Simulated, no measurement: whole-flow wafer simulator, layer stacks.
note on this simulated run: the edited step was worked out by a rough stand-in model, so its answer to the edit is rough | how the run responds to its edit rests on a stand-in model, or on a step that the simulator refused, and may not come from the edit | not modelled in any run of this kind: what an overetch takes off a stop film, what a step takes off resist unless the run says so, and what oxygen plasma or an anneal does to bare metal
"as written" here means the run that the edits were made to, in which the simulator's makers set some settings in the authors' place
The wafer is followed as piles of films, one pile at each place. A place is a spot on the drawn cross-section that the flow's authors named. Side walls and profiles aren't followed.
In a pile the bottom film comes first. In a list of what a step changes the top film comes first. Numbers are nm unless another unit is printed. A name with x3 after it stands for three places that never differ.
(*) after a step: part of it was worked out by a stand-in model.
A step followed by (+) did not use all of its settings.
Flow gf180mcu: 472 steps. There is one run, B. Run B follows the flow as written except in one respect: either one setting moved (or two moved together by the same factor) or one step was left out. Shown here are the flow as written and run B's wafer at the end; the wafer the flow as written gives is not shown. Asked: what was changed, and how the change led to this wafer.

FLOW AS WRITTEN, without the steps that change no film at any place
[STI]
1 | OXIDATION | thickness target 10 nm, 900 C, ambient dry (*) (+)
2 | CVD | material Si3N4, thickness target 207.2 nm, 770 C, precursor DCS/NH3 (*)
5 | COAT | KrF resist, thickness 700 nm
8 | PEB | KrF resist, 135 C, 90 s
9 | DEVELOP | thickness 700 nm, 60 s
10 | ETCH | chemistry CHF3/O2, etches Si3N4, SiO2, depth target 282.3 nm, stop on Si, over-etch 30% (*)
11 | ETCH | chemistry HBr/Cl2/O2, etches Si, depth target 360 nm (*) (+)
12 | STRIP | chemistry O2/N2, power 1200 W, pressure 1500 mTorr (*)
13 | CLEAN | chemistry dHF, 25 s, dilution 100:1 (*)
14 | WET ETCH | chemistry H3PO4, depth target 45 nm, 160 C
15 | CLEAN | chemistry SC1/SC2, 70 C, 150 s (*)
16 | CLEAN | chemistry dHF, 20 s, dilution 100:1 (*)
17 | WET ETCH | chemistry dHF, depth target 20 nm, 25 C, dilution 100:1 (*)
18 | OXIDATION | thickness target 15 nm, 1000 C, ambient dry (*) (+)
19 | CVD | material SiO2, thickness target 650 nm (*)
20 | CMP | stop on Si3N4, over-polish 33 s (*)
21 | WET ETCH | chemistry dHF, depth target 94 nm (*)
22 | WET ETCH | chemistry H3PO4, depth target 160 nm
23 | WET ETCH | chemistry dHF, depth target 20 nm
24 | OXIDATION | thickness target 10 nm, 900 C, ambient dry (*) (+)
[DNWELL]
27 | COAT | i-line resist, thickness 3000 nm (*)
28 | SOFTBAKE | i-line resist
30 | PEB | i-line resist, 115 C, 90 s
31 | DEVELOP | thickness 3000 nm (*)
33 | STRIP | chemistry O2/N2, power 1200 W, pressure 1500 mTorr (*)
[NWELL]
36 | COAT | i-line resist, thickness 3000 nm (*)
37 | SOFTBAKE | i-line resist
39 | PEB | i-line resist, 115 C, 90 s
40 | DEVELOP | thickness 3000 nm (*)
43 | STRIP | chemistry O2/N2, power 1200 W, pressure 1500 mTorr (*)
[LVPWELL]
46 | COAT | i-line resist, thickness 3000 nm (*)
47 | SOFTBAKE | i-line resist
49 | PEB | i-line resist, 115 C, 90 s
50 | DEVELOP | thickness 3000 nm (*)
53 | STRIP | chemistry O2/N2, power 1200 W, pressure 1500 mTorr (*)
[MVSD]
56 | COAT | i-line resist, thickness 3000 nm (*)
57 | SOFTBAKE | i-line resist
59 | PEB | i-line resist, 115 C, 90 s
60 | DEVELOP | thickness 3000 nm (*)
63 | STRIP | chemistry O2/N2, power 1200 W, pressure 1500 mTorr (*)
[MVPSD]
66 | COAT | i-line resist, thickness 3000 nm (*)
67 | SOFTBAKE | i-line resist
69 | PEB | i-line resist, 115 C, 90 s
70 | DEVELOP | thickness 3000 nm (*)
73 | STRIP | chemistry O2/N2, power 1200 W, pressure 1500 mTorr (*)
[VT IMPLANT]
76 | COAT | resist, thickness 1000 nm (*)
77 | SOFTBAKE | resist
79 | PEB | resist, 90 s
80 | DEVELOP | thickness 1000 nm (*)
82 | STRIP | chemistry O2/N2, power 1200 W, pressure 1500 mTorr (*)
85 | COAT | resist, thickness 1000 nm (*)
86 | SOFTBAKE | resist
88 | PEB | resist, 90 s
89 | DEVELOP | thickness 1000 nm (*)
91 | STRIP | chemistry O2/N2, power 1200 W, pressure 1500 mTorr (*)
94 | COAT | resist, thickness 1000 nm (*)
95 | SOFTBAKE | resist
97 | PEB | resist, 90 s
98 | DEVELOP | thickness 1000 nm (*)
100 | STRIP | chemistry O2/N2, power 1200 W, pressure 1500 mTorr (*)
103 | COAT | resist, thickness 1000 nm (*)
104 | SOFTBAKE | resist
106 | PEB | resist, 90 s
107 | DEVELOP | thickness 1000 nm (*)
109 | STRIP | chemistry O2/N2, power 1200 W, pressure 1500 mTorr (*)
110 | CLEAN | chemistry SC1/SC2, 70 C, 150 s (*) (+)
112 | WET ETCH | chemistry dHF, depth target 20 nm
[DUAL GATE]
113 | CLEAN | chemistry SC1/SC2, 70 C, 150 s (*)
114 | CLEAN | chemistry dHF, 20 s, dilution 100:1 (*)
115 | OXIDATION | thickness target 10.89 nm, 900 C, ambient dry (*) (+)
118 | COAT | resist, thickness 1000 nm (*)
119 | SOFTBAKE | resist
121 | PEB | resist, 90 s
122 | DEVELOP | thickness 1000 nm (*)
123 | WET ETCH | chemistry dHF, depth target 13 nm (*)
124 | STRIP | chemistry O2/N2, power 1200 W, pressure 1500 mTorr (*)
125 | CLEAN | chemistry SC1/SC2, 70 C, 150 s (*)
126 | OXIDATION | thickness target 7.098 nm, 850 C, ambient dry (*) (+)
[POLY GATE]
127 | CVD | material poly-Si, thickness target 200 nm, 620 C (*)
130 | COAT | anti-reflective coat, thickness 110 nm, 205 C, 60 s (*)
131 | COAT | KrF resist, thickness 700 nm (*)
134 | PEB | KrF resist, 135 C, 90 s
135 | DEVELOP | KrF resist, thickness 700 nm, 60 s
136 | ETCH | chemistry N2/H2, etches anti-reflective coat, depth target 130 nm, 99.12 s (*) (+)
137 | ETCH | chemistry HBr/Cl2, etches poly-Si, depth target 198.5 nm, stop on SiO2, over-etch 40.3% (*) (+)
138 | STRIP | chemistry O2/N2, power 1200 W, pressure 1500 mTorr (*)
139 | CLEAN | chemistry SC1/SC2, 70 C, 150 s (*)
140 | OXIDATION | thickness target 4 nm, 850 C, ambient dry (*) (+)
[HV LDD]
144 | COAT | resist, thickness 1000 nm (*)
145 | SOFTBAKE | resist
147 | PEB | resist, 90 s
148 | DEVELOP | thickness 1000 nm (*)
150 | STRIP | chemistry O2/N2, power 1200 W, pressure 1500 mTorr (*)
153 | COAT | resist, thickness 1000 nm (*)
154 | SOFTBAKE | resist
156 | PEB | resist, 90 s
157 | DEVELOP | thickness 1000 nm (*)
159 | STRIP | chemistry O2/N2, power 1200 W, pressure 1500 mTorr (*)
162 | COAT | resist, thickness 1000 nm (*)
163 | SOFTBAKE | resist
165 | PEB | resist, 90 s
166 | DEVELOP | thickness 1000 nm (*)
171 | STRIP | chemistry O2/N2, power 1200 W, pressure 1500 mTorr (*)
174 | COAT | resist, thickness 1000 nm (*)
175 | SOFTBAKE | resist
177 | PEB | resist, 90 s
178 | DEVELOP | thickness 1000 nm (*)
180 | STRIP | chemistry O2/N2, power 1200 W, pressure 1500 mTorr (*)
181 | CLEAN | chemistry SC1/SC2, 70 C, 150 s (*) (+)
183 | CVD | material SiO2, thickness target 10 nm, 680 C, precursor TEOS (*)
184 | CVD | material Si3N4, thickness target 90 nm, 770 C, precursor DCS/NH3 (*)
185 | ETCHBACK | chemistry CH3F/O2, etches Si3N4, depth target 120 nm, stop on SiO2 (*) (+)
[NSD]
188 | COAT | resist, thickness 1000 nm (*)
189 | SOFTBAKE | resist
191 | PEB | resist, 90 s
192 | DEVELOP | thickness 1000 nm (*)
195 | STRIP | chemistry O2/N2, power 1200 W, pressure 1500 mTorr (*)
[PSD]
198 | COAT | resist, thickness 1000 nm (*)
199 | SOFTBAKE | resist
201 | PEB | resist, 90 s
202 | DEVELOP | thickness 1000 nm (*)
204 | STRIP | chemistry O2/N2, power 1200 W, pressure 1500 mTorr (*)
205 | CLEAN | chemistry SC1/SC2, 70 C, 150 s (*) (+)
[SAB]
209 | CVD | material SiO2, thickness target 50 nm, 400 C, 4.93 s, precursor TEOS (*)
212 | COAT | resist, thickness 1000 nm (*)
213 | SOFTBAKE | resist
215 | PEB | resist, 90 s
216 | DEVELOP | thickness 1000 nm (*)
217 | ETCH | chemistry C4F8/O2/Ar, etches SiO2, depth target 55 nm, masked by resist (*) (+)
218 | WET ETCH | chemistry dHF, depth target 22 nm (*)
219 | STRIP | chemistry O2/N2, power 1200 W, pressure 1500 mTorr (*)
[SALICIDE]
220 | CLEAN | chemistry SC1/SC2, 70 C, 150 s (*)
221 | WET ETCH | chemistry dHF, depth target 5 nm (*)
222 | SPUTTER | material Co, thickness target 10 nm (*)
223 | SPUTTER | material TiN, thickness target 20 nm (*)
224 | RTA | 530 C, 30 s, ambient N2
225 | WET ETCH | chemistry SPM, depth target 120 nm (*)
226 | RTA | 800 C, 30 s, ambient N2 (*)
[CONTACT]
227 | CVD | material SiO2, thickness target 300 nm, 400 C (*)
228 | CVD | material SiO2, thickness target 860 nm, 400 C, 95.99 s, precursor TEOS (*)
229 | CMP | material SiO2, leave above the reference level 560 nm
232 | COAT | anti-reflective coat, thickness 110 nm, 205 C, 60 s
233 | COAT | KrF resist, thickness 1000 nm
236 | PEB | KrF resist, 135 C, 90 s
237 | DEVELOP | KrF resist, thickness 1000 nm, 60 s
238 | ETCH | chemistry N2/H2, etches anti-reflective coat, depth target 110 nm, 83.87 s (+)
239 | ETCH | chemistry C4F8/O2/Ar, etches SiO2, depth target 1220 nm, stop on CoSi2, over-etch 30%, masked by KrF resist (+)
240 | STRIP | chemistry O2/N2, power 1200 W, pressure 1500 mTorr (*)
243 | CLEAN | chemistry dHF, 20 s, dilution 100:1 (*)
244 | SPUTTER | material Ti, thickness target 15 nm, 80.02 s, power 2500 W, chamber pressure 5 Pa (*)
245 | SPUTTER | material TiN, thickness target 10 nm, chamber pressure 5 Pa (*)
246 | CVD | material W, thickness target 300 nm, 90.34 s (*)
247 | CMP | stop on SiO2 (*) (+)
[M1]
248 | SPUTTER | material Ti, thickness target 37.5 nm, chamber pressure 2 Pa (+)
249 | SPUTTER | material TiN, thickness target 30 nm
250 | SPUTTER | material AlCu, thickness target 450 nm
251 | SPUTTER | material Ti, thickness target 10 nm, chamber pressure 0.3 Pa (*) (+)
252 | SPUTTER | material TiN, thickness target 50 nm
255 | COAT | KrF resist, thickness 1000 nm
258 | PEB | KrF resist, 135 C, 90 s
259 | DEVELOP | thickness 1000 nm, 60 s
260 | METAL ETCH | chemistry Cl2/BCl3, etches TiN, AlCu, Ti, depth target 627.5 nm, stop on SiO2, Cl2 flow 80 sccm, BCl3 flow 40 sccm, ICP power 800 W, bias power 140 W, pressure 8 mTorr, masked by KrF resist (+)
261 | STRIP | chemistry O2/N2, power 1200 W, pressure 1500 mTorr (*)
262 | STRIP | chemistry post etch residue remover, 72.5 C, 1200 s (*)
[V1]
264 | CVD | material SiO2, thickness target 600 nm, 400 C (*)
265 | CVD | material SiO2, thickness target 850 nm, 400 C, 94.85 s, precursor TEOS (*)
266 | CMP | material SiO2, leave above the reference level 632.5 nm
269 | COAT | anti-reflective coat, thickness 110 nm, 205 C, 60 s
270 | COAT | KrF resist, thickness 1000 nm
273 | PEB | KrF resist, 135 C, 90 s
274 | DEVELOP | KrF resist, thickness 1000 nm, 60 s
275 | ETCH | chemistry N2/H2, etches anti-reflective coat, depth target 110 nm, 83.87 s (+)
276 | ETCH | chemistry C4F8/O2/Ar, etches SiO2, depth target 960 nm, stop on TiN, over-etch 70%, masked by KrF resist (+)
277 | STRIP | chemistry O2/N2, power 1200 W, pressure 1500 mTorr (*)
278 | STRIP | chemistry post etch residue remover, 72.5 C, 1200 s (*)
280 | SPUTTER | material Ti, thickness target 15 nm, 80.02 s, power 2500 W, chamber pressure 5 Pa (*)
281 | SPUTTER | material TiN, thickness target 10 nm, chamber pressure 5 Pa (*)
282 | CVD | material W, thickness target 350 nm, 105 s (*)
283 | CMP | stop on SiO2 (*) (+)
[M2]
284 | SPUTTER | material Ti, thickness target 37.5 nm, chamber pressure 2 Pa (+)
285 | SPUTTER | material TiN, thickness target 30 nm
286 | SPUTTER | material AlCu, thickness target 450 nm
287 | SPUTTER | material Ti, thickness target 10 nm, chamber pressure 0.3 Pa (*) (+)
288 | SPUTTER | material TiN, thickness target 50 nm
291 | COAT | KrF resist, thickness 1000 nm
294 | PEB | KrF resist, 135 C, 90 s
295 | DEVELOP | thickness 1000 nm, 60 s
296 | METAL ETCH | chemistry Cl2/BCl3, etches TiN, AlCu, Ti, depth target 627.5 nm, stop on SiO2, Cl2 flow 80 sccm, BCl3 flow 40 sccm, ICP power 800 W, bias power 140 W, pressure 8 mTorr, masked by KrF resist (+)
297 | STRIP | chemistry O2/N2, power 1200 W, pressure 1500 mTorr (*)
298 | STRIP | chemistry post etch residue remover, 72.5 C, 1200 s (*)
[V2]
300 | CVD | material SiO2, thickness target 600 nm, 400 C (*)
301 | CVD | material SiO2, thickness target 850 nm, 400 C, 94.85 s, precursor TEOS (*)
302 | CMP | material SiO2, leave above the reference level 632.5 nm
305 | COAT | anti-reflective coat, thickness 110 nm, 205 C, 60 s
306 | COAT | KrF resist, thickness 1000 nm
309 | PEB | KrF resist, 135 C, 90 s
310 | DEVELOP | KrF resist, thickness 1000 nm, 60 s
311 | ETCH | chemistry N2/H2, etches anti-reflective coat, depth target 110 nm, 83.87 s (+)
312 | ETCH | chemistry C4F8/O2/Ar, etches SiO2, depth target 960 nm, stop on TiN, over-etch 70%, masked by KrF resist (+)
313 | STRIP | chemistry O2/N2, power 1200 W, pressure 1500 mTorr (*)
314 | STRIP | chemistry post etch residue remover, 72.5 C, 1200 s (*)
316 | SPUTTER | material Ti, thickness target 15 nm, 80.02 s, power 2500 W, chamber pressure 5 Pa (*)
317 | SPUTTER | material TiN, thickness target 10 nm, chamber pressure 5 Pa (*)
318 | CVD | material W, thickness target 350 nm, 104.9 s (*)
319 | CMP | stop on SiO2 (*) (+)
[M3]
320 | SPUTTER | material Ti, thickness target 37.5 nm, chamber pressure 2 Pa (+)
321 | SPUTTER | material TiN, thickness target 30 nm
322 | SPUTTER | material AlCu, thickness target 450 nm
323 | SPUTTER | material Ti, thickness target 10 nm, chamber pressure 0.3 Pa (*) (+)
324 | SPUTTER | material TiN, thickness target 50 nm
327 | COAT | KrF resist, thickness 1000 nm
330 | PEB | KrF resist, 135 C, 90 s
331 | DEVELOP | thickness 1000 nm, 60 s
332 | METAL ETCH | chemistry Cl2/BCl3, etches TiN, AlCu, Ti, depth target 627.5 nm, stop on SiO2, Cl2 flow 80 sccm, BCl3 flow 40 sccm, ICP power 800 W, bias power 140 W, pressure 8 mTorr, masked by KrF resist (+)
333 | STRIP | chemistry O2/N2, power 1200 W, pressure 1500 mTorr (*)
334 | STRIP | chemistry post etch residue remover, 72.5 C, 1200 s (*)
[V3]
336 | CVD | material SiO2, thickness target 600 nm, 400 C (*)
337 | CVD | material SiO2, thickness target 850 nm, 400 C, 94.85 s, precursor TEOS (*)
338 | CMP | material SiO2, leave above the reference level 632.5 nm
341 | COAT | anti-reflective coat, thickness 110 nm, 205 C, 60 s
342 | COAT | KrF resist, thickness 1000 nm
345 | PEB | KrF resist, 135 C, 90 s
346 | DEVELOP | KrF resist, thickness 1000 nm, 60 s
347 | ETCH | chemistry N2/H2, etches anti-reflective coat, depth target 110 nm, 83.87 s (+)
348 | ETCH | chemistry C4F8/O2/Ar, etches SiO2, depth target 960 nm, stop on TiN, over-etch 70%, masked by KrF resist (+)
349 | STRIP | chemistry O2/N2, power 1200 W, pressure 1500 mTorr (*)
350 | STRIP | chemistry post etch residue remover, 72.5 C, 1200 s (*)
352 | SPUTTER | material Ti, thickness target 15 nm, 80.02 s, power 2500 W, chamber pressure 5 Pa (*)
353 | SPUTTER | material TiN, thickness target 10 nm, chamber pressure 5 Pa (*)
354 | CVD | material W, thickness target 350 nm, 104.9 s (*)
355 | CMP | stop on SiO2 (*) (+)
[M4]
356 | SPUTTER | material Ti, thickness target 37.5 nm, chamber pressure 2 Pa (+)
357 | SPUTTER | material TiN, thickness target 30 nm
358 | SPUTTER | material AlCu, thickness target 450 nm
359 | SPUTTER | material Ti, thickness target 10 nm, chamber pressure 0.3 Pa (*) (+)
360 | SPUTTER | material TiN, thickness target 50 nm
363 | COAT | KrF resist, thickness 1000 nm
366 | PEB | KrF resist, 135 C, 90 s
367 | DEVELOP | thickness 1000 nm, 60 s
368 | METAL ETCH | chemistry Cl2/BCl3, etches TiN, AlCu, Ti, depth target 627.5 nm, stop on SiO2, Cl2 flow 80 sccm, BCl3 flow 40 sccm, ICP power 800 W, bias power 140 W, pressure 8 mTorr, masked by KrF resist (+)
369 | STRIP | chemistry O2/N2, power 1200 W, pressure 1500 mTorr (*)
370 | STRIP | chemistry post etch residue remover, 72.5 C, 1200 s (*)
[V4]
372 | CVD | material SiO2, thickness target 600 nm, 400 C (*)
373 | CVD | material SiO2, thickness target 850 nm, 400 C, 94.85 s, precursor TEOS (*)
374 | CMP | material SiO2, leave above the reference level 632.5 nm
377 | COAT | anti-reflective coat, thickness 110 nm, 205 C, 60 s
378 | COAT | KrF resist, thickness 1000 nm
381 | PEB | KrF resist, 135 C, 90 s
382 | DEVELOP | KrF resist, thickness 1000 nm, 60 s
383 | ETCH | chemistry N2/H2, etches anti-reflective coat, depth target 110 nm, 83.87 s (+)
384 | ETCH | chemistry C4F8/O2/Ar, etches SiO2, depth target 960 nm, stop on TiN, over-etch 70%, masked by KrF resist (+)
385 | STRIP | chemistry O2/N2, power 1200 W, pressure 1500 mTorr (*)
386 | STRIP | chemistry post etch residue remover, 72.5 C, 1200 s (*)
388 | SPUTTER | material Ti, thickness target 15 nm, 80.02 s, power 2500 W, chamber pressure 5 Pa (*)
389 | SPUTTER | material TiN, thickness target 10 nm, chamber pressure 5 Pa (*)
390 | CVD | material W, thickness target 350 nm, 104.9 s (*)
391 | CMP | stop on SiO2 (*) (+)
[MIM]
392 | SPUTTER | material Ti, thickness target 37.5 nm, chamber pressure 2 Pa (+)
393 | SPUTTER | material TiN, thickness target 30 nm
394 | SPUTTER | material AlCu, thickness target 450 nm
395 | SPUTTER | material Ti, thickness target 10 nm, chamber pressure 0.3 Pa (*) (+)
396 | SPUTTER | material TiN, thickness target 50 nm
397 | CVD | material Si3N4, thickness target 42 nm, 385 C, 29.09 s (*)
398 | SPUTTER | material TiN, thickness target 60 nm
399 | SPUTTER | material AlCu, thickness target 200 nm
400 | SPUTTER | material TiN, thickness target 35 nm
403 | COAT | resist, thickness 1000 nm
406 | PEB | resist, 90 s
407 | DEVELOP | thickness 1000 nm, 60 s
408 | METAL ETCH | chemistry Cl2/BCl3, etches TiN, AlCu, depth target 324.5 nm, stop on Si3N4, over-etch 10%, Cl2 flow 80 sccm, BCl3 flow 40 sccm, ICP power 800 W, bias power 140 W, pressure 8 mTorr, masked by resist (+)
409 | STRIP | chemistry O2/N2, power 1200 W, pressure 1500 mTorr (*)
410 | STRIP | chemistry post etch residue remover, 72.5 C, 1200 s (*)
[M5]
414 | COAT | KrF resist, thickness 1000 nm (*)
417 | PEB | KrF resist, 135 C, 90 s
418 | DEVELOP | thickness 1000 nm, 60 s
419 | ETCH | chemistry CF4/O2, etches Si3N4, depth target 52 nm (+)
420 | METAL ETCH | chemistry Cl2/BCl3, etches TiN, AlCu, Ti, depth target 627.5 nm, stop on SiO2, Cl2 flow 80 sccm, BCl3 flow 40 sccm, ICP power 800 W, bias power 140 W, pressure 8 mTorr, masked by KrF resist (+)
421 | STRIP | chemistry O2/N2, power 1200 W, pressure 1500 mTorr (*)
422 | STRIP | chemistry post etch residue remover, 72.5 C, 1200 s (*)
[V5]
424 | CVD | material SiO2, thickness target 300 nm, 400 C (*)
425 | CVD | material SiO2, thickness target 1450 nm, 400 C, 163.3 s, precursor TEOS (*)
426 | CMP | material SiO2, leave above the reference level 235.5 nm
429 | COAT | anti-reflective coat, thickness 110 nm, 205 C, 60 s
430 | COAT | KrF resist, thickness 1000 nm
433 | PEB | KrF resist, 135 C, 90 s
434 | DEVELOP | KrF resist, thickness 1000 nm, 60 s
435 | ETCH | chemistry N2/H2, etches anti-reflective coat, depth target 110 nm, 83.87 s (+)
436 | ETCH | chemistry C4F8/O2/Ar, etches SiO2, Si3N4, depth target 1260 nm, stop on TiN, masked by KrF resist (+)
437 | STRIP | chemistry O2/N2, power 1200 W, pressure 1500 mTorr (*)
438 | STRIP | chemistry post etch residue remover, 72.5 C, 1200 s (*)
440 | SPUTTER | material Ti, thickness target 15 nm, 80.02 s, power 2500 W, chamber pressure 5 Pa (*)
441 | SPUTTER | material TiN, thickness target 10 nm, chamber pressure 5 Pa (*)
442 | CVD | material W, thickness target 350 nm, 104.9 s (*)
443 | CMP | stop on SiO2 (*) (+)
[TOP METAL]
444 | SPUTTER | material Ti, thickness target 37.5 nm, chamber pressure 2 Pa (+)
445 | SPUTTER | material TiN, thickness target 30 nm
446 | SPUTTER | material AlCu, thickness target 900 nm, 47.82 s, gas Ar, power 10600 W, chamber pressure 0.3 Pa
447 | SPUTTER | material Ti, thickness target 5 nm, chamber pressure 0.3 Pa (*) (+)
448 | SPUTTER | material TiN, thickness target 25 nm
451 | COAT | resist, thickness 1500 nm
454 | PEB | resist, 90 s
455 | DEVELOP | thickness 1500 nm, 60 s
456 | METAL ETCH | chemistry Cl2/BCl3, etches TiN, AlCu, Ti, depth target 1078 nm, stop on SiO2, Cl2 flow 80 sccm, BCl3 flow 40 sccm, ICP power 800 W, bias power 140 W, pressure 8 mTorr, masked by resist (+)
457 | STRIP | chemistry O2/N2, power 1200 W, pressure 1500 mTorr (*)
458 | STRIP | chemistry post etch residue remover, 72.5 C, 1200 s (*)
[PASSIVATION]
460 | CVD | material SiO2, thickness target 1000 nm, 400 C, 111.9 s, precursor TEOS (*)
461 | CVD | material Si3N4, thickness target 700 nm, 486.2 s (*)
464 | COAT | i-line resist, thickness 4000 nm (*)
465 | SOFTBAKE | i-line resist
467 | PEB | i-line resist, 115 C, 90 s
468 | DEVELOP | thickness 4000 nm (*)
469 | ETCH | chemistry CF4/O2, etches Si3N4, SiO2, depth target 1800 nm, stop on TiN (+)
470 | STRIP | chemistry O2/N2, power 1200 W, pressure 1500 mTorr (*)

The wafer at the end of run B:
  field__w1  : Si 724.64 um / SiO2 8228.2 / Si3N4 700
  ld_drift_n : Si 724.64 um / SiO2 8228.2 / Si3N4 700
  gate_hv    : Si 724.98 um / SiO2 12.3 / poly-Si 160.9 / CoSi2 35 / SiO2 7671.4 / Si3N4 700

Cause: step 126, OXIDATION: 793 C was run, though the flow has 850 C.

The path from the change to this, step by step:
  126 | OXIDATION | thickness target 7.098 nm, 850 C, ambient dry (*) (+)
      gate_hv, active_hv, active_nat and 25 more: +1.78 SiO2, -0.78 Si (as written it would have been: +3.72 SiO2, -1.64 Si)
      active, n_well, p_well and 12 more: +4.3 SiO2 (new film), -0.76 chemical SiO2 (all of it), -1.56 Si (as written it would have been: +7.1 SiO2 (new film), -0.76 chemical SiO2 (all of it), -2.79 Si)
  189 | SOFTBAKE | resist
      field__w9: -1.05 resist (as written it would have been: +1.85 resist)
      active_hv: +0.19 resist (as written it would have been: +0.78 resist)
      (also at 1 further place)
  199 | SOFTBAKE | resist
      field__w9: -1.05 resist (as written it would have been: +1.85 resist)
      active_hv: +0.19 resist (as written it would have been: +0.78 resist)
      (also at 1 further place)
  218 | WET ETCH | chemistry dHF, depth target 22 nm (*)
      active, p_well, sd_n, iso_ptap_pw, iso_ntap_nw, iso_ptap_sub, vpnp_e: -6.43 SiO2 (all of it) (as written it would have been: -9.01 SiO2 (all of it))
      ldn_tap, ldn_src, ldn_drn, ldp_tap, ldp_src, ldp_drn, ldp_gr: -14.1 SiO2 (all of it) (as written it would have been: -16 SiO2 (all of it))
      (also at 9 further places)
  223 | SPUTTER | material TiN, thickness target 20 nm (*)
      field__w12: +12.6 TiN (new film) (as written it would have been: +12 TiN (new film))
  225 | WET ETCH | chemistry SPM, depth target 120 nm (*)
      field__w12: -12.6 TiN (all of it), -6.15 Co (all of it) (as written it would have been: -12 TiN (all of it), -6.15 Co (all of it))
